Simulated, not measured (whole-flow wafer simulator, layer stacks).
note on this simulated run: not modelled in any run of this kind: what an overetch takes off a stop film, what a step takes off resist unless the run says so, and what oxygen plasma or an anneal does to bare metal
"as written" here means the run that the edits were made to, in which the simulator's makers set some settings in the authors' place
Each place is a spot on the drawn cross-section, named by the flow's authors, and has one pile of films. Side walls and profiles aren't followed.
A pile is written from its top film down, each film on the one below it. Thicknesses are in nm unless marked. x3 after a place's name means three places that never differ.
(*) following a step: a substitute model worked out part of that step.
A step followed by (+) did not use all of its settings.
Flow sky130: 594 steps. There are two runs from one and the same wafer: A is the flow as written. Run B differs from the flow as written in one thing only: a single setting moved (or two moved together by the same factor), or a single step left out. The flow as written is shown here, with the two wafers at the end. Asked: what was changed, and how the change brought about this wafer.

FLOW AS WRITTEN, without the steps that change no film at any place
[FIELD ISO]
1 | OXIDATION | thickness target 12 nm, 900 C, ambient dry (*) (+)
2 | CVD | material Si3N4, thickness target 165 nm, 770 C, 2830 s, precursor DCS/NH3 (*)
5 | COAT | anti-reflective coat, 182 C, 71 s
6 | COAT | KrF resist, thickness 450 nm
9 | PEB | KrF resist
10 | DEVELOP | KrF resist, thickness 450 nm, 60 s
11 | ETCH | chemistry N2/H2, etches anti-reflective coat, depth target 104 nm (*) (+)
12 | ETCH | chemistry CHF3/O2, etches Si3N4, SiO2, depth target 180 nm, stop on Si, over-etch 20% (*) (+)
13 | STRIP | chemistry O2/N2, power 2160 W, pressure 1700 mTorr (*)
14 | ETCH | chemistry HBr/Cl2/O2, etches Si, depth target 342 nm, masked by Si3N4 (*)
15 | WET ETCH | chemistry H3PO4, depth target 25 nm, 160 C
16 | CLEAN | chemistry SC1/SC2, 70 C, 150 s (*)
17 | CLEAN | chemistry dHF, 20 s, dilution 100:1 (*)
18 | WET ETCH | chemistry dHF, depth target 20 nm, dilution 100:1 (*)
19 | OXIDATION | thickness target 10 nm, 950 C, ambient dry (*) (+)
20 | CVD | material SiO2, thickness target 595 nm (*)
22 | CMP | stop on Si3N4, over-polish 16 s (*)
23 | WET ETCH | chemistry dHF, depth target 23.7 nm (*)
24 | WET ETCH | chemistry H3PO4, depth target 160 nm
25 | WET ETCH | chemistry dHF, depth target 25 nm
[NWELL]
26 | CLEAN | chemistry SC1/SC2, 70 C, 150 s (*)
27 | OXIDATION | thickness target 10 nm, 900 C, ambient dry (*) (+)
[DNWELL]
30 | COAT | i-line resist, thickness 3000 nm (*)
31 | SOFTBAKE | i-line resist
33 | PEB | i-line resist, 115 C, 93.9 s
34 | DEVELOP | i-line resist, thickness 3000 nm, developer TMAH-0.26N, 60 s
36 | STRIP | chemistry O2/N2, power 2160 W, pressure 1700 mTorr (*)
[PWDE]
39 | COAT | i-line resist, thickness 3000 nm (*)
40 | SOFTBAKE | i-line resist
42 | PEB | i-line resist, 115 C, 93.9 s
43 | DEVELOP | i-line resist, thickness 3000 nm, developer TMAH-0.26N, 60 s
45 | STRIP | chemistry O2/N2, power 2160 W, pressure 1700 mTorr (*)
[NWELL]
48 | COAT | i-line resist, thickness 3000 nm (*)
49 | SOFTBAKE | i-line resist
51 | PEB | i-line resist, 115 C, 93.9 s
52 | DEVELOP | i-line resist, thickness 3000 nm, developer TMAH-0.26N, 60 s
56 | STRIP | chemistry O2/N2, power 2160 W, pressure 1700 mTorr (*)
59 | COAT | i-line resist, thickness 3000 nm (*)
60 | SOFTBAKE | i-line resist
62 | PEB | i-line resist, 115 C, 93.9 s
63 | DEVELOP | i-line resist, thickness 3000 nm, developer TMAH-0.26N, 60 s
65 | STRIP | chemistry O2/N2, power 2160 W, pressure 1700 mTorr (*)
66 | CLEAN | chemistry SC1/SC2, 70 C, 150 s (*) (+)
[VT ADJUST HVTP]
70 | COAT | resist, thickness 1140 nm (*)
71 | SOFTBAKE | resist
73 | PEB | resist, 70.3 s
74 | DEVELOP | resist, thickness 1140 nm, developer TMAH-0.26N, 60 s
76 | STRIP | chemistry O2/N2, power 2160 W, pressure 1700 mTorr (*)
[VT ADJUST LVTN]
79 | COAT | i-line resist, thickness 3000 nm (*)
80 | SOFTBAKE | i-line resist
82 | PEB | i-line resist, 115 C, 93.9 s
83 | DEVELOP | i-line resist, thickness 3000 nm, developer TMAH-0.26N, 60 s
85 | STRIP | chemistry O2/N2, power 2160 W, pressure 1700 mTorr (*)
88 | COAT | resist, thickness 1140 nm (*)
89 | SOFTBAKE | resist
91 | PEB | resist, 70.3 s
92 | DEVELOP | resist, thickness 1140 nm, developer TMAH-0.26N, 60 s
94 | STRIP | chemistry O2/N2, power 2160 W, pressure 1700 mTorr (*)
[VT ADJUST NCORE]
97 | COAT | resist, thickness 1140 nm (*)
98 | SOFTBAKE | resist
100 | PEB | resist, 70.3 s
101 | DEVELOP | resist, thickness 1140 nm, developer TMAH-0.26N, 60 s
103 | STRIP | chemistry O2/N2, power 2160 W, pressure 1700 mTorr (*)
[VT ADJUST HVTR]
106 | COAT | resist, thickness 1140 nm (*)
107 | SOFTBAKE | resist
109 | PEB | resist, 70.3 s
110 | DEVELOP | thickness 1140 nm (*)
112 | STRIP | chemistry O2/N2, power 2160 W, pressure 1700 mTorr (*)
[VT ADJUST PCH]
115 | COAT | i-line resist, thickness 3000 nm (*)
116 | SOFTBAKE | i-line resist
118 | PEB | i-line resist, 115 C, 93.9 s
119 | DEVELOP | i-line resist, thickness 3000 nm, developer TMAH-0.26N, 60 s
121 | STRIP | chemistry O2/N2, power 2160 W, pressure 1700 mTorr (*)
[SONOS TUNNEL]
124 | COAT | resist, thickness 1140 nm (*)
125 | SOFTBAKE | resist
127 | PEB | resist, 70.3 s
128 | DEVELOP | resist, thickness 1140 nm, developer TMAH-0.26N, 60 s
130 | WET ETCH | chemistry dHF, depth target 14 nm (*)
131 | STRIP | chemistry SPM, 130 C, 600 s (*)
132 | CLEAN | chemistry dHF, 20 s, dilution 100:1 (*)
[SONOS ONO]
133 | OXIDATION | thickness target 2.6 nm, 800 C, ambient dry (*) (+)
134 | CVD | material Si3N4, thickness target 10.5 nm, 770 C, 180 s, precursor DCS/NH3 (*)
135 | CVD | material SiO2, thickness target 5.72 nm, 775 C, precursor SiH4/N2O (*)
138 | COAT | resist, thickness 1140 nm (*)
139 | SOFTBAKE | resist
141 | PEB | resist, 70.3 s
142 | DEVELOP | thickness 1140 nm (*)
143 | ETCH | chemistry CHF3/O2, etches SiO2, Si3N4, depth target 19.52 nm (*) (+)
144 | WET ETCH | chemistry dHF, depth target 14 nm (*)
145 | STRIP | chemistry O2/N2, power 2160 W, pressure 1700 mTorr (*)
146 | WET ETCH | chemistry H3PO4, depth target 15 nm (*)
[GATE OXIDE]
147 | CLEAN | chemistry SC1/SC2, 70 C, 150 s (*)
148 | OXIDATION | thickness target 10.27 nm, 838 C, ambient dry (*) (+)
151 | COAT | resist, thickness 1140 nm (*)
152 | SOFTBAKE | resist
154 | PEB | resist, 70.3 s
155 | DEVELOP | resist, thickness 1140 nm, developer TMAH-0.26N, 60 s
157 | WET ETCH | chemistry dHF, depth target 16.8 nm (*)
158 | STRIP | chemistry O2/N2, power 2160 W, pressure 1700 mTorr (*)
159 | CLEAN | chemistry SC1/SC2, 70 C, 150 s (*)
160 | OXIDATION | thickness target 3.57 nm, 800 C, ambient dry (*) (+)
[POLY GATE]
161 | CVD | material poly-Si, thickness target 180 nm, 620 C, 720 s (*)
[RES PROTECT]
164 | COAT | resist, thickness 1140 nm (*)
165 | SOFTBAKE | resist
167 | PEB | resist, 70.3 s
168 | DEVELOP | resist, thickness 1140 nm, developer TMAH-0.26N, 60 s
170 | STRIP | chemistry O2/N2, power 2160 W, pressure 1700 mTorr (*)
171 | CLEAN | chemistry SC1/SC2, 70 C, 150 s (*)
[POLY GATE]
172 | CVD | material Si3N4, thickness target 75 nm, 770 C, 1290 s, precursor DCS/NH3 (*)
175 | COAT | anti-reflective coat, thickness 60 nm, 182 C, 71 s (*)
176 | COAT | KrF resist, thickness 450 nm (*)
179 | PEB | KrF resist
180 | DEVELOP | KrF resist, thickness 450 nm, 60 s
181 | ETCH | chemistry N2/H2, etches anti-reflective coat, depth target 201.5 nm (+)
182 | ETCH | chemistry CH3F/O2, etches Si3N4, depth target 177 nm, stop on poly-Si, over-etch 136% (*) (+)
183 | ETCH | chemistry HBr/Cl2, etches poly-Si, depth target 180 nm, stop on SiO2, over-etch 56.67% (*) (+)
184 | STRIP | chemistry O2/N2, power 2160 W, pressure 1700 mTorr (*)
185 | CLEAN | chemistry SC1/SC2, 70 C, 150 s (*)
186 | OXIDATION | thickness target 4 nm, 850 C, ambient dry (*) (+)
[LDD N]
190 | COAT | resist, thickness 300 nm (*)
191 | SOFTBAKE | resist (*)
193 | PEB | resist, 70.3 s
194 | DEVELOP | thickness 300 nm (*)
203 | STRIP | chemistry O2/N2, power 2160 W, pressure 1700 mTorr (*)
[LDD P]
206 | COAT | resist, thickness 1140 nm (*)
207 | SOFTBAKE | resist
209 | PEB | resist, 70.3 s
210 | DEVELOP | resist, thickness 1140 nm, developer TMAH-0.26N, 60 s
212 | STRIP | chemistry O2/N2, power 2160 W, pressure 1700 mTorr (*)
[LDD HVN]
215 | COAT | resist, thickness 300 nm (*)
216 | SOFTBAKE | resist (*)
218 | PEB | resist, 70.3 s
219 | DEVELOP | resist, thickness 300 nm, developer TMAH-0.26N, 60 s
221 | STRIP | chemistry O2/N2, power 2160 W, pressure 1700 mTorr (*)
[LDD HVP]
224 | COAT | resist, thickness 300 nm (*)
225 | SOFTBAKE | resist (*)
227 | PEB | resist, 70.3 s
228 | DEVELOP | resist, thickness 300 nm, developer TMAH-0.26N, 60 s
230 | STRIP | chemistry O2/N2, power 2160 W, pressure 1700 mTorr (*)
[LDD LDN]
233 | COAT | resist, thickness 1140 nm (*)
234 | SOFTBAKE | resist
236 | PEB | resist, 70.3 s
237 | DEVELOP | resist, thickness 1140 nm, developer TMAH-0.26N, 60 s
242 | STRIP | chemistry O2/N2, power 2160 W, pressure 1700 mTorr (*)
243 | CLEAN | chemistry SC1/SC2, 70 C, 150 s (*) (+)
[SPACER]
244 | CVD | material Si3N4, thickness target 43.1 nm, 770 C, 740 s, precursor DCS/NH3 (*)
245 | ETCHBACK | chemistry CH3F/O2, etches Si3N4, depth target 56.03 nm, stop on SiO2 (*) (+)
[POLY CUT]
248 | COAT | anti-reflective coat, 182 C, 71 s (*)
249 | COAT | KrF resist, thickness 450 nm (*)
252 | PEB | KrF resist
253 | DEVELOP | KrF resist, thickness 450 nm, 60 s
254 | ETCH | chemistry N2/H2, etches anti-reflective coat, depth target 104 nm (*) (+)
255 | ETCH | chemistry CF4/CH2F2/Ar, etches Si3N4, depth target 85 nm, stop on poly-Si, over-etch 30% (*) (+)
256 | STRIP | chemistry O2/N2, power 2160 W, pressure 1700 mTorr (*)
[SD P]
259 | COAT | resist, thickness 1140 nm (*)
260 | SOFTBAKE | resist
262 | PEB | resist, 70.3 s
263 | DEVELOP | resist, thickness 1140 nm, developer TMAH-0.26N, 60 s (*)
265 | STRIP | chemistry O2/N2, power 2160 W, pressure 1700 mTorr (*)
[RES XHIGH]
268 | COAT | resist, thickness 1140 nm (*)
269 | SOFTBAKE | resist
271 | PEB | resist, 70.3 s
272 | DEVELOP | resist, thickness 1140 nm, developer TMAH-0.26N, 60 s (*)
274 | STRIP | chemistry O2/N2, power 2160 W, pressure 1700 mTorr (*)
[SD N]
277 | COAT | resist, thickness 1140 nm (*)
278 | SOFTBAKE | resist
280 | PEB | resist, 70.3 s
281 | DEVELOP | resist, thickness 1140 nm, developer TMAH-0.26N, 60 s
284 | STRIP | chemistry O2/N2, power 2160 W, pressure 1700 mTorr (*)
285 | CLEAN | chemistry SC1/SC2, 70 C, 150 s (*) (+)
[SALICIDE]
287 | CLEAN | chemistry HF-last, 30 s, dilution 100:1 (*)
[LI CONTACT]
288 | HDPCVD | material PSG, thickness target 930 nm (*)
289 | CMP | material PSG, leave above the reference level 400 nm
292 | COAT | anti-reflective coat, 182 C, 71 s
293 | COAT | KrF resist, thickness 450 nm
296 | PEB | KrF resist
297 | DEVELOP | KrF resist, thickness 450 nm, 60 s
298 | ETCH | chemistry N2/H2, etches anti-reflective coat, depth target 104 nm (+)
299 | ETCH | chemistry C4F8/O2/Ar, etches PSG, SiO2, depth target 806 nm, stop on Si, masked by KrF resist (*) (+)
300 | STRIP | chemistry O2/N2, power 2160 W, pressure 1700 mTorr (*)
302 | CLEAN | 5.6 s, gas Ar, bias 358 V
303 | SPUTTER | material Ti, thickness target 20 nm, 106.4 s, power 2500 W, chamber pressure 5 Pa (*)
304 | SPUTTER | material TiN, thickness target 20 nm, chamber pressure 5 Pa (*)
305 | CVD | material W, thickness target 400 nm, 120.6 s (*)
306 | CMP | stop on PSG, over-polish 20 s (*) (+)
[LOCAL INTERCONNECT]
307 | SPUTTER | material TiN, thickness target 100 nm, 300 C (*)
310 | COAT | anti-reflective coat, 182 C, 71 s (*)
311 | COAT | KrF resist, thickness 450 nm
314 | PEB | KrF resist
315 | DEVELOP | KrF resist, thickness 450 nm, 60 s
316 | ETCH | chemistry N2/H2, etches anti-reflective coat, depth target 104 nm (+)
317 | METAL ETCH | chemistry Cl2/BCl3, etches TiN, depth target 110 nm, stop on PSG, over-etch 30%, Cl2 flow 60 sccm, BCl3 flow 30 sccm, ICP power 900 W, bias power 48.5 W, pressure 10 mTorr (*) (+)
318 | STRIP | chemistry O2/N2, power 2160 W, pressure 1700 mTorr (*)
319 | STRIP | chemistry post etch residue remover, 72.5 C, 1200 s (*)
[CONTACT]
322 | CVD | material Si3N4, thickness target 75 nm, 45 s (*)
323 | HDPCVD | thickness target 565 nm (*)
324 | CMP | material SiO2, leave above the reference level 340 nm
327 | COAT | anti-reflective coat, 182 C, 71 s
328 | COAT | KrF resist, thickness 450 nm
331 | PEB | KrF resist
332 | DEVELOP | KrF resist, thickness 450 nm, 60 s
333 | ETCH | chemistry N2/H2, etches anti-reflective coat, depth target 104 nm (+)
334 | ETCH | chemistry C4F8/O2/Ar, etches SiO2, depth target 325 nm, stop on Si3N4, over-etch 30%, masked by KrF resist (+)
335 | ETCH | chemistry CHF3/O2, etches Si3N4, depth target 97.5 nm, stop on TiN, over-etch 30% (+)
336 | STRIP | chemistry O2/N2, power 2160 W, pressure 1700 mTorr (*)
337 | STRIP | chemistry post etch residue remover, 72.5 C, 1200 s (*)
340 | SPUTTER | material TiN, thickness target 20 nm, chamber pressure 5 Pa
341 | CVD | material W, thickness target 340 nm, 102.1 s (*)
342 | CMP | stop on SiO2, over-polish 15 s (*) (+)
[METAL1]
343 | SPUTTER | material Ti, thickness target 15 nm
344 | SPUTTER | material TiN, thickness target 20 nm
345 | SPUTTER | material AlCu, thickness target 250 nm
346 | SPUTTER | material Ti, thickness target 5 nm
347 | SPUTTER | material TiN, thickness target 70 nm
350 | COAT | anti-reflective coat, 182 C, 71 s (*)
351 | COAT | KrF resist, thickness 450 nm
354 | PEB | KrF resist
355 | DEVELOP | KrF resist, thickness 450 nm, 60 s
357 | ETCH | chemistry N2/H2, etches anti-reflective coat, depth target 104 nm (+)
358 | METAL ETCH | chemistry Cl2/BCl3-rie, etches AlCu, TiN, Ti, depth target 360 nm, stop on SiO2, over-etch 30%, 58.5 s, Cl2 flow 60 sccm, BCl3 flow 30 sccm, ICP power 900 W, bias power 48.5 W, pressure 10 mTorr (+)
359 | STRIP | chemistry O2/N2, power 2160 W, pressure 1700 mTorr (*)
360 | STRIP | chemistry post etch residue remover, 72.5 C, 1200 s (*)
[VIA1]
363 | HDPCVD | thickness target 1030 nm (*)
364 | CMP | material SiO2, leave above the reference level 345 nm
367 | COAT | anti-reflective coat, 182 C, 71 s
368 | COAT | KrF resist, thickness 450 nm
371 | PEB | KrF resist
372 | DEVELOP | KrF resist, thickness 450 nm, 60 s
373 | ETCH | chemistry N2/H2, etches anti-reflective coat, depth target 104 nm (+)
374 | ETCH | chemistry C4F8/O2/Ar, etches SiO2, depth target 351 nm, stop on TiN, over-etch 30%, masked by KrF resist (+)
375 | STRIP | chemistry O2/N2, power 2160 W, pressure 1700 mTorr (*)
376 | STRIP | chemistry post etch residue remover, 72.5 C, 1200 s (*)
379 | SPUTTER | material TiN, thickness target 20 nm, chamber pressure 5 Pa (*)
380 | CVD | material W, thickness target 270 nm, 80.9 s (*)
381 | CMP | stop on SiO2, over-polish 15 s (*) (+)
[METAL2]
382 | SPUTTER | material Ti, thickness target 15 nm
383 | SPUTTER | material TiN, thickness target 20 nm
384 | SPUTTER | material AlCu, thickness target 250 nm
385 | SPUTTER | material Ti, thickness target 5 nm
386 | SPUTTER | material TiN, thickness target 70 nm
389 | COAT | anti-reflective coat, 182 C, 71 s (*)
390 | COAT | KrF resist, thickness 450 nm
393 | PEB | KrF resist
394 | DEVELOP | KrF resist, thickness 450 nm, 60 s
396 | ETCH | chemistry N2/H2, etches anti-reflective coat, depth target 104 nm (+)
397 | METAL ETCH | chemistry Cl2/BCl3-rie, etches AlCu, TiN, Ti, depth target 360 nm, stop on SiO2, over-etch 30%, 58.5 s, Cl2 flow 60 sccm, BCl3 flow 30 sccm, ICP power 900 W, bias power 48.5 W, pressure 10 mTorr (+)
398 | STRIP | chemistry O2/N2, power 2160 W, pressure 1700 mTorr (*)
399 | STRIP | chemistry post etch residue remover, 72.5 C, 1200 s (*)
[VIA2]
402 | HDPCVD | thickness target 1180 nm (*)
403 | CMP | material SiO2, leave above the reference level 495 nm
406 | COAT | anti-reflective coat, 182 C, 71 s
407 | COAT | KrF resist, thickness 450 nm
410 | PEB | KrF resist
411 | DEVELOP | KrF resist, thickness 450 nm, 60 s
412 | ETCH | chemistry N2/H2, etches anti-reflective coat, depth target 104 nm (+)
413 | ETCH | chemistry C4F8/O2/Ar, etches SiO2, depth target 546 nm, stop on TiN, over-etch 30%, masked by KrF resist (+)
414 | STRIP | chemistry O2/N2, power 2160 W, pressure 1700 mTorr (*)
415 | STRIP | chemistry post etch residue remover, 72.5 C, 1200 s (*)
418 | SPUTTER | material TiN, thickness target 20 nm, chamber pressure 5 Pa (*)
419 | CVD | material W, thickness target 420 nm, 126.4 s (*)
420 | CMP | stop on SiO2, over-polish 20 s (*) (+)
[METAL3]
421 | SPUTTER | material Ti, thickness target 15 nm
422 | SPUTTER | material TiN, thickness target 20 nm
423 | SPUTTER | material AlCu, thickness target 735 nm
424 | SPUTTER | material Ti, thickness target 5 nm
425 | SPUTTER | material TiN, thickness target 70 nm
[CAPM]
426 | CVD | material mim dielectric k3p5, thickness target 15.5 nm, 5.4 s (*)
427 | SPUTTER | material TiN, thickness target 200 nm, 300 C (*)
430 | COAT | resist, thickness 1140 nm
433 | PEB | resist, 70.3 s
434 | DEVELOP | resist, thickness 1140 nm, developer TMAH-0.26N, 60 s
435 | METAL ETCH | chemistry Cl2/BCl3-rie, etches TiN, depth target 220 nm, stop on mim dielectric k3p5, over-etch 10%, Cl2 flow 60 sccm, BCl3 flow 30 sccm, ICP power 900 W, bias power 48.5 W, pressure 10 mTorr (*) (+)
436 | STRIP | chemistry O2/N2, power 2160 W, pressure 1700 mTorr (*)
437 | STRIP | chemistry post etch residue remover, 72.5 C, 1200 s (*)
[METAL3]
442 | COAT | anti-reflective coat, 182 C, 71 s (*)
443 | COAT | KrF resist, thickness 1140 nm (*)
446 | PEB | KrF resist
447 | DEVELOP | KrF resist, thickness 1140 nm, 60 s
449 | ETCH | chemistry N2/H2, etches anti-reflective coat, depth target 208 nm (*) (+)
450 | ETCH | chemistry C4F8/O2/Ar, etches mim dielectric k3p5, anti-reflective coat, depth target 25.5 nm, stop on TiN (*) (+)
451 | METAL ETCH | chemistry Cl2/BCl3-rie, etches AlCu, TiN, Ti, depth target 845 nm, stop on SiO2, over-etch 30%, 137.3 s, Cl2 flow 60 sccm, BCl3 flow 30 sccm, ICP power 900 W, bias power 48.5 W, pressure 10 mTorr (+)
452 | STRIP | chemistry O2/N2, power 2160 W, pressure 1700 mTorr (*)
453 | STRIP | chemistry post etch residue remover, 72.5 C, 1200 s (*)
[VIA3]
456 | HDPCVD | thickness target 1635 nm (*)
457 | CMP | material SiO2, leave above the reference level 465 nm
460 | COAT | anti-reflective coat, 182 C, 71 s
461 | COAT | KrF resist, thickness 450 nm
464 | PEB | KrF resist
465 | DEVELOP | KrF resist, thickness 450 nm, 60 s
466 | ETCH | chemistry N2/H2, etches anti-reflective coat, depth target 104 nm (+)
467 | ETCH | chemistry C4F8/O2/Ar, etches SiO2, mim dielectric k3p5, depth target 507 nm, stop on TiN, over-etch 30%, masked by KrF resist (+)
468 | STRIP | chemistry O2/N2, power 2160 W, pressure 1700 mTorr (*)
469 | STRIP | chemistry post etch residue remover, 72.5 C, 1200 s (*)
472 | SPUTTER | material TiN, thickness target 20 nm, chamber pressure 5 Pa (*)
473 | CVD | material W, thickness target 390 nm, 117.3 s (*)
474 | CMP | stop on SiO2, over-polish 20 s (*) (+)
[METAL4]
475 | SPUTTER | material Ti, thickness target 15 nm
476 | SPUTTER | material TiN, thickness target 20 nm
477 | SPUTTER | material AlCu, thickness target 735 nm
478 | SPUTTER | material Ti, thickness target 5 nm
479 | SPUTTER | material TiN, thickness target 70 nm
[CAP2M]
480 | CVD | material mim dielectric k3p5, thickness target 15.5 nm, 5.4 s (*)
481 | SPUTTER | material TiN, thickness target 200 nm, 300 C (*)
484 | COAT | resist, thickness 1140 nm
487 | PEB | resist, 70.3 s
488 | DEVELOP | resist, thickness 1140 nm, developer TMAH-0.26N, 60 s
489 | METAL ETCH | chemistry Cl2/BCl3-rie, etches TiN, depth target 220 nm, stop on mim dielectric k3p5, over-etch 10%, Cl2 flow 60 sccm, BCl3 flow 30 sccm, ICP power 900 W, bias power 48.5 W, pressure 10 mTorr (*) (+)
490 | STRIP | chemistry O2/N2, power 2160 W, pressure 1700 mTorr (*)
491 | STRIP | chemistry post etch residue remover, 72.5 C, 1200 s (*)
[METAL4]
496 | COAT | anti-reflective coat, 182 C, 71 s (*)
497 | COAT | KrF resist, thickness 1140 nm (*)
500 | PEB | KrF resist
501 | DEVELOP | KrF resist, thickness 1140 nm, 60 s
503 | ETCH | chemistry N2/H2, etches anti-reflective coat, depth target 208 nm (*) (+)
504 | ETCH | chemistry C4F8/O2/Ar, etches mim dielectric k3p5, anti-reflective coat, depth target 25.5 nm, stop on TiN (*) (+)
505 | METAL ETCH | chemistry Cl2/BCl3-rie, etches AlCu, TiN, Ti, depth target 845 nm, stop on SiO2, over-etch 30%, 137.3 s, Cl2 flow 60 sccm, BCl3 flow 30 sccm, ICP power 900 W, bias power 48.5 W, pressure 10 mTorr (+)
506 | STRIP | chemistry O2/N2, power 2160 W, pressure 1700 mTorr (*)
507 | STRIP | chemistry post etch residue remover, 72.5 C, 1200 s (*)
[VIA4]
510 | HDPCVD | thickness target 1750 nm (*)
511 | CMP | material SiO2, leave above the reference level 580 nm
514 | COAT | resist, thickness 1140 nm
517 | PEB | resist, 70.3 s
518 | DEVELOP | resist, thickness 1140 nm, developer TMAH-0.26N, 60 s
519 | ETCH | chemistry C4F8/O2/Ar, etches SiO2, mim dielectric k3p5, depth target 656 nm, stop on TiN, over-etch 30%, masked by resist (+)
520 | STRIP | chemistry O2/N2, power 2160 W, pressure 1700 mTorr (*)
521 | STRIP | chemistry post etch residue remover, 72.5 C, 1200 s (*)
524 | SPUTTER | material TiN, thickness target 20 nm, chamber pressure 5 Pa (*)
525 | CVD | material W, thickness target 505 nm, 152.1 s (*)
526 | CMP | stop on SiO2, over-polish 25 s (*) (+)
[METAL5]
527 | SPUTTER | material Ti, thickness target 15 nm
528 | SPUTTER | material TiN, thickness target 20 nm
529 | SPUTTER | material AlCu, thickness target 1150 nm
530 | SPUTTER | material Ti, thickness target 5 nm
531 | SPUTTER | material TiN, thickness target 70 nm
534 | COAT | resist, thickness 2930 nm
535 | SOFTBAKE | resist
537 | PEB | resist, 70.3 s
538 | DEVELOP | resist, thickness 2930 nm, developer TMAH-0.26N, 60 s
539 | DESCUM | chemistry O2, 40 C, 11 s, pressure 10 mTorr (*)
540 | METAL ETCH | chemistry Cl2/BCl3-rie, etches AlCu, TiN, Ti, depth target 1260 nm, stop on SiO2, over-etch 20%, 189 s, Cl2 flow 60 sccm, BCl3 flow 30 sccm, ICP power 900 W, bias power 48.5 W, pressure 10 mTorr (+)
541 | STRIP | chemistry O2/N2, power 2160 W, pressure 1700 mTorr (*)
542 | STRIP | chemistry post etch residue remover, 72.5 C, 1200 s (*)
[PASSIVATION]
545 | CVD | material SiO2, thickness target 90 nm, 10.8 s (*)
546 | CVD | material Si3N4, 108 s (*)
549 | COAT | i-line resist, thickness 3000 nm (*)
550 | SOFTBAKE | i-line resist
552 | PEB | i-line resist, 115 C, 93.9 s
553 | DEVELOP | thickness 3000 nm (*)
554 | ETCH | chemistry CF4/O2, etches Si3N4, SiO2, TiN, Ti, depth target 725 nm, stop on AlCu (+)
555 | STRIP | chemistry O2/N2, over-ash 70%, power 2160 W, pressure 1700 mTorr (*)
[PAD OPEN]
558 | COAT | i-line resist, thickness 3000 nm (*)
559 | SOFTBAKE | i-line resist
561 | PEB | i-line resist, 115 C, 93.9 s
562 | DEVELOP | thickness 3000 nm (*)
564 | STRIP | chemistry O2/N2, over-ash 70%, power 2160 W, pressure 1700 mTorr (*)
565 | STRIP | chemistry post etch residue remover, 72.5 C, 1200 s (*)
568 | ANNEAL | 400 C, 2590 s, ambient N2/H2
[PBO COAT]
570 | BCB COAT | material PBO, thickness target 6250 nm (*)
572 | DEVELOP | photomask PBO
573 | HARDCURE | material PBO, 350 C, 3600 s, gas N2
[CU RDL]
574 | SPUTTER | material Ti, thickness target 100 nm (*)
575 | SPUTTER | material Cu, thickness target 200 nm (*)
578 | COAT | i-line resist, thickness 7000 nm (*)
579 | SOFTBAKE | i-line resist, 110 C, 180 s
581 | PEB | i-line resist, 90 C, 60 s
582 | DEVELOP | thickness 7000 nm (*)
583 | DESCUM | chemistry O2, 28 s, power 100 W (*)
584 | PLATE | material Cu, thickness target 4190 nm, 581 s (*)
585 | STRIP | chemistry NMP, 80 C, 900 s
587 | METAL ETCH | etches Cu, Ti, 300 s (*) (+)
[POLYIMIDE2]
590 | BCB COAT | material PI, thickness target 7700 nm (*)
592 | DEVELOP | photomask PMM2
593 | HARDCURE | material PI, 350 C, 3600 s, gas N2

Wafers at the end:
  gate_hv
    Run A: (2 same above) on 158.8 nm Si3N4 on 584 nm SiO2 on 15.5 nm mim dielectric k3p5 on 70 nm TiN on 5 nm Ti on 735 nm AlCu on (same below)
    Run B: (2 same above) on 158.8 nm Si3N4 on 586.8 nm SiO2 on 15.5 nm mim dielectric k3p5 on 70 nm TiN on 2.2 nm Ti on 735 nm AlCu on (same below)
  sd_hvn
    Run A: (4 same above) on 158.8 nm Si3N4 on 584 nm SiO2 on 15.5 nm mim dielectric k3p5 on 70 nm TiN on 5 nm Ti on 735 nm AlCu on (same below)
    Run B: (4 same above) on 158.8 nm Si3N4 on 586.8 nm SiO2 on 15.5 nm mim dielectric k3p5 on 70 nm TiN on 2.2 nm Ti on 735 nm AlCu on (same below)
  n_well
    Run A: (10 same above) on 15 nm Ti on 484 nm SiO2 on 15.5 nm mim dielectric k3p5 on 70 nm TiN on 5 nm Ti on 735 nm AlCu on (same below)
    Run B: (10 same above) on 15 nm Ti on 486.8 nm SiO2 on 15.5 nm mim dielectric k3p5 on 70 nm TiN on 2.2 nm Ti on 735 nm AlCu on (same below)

The reason: step 478, SPUTTER: thickness target 2.2 nm was run, while the flow as written has thickness target 5 nm.
The wafer itself shows it: gate_hv has Ti 2.2, and step 478 as written asks for 5 nm.

The path from the change to this, step by step:
  478 | SPUTTER | material Ti, thickness target 5 nm
      field, active, n_well and 189 more: A +5 Ti (new film) | B +2.2 Ti (new film)
  505 | METAL ETCH | chemistry Cl2/BCl3-rie, etches AlCu, TiN, Ti, depth target 845 nm, stop on SiO2, over-etch 30%, 137.3 s, Cl2 flow 60 sccm, BCl3 flow 30 sccm, ICP power 900 W, bias power 48.5 W, pressure 10 mTorr (+)
      field, gate, spacer and 68 more: A -70 TiN (all of it), -5 Ti (all of it), -735 AlCu (all of it), -20 TiN (all of it), -15 Ti (all of it), -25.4 SiO2 | B -70 TiN (all of it), -2.2 Ti (all of it), -735 AlCu (all of it), -20 TiN (all of it), -15 Ti (all of it), -25.6 SiO2
      active, vpp_iso1, mim_edge_plate and 14 more: A -70 TiN (all of it), -5 Ti (all of it), -735 AlCu (all of it), -20 TiN (all of it), -15 Ti (all of it), -25.3 SiO2 | B -70 TiN (all of it), -2.2 Ti (all of it), -735 AlCu (all of it), -20 TiN (all of it), -15 Ti (all of it), -25.6 SiO2
